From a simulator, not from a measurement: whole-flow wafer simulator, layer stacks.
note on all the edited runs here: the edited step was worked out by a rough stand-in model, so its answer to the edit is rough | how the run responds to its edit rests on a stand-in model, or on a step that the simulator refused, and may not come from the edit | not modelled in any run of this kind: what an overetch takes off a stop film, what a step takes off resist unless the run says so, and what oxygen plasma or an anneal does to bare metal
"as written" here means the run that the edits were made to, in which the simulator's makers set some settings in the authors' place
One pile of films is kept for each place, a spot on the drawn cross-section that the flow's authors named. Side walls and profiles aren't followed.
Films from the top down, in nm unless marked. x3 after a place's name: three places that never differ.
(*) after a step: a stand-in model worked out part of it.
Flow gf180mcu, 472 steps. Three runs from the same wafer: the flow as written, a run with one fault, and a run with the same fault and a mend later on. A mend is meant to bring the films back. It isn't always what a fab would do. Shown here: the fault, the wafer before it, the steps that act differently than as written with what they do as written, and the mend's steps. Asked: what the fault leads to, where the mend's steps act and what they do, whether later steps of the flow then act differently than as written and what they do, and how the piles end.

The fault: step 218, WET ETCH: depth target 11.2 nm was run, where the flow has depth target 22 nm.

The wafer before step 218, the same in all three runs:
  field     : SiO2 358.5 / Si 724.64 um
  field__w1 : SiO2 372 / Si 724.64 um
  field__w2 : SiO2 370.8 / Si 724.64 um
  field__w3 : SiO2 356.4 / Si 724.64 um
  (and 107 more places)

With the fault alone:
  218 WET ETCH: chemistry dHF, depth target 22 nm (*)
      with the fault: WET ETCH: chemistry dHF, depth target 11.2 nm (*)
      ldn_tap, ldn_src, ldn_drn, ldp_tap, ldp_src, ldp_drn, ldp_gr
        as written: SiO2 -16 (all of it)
        with the fault: SiO2 -11.7
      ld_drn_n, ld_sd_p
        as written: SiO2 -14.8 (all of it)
        with the fault: SiO2 -11.4
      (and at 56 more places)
  Later steps of the flow that act differently than as written (4 more steps differ only slightly, by at most 2% or 0.5 nm, whichever is larger, and aren't shown):
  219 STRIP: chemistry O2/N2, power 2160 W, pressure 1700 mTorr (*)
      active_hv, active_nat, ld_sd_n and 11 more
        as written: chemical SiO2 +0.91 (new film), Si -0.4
        with the fault: nothing
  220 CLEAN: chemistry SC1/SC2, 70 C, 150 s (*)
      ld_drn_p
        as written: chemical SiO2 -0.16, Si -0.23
        with the fault: SiO2 -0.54 (all of it)
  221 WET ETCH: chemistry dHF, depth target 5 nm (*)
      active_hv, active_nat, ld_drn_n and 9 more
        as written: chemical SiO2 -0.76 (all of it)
        with the fault: SiO2 -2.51
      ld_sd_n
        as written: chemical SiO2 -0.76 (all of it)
        with the fault: SiO2 -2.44 (all of it)
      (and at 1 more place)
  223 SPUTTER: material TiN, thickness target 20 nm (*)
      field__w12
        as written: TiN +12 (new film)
        with the fault: TiN +12.7 (new film)
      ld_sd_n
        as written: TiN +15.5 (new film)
        with the fault: TiN +16.3 (new film)
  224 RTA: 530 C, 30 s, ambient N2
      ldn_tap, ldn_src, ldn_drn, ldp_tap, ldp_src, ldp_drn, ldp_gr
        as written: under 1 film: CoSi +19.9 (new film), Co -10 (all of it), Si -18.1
        with the fault: nothing
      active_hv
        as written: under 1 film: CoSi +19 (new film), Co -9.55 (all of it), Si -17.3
        with the fault: nothing
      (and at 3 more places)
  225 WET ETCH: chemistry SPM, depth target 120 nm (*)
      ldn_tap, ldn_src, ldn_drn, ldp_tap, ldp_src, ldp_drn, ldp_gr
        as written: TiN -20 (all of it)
        with the fault: TiN -20 (all of it), Co -10 (all of it)
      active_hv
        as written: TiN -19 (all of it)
        with the fault: TiN -19 (all of it), Co -9.55 (all of it)
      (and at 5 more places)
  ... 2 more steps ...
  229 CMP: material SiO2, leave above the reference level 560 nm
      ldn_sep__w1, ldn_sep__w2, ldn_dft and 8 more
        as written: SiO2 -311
        with the fault: SiO2 -322.9
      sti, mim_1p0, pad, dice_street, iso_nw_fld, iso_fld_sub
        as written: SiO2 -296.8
        with the fault: SiO2 -308.7
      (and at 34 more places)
  At the end the piles differ from the flow's by more than 2% or 0.5 nm, whichever is larger, at active_hv, ld_drn_n, ld_sd_p and 8 more.
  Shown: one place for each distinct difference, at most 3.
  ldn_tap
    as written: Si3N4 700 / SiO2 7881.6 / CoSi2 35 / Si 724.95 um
    with the fault: Si3N4 700 / SiO2 7879.7 / Si 724.98 um
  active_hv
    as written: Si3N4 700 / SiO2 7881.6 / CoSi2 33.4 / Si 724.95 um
    with the fault: Si3N4 700 / SiO2 7879.7 / Si 724.98 um
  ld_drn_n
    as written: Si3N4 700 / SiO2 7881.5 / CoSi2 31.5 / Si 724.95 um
    with the fault: Si3N4 700 / SiO2 7879.7 / Si 724.98 um

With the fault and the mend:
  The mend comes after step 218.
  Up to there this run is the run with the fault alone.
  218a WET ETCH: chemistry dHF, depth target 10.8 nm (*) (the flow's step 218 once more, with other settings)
      field, field__w1, field__w2 and 47 more
        SiO2 -10.8
      ldn_tap, ldp_src, ldp_drn, ldp_gr
        SiO2 -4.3 (all of it)
      ldn_src, ldn_drn, ldp_tap
        SiO2 -4.29 (all of it)
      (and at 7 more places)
  No later step of the flow acts differently than as written, at any place that is followed, by more than 2% or 0.5 nm, whichever is larger.
  At the end the piles differ from the flow's only slightly at the places that both follow, by at most 2% or 0.5 nm, whichever is larger.
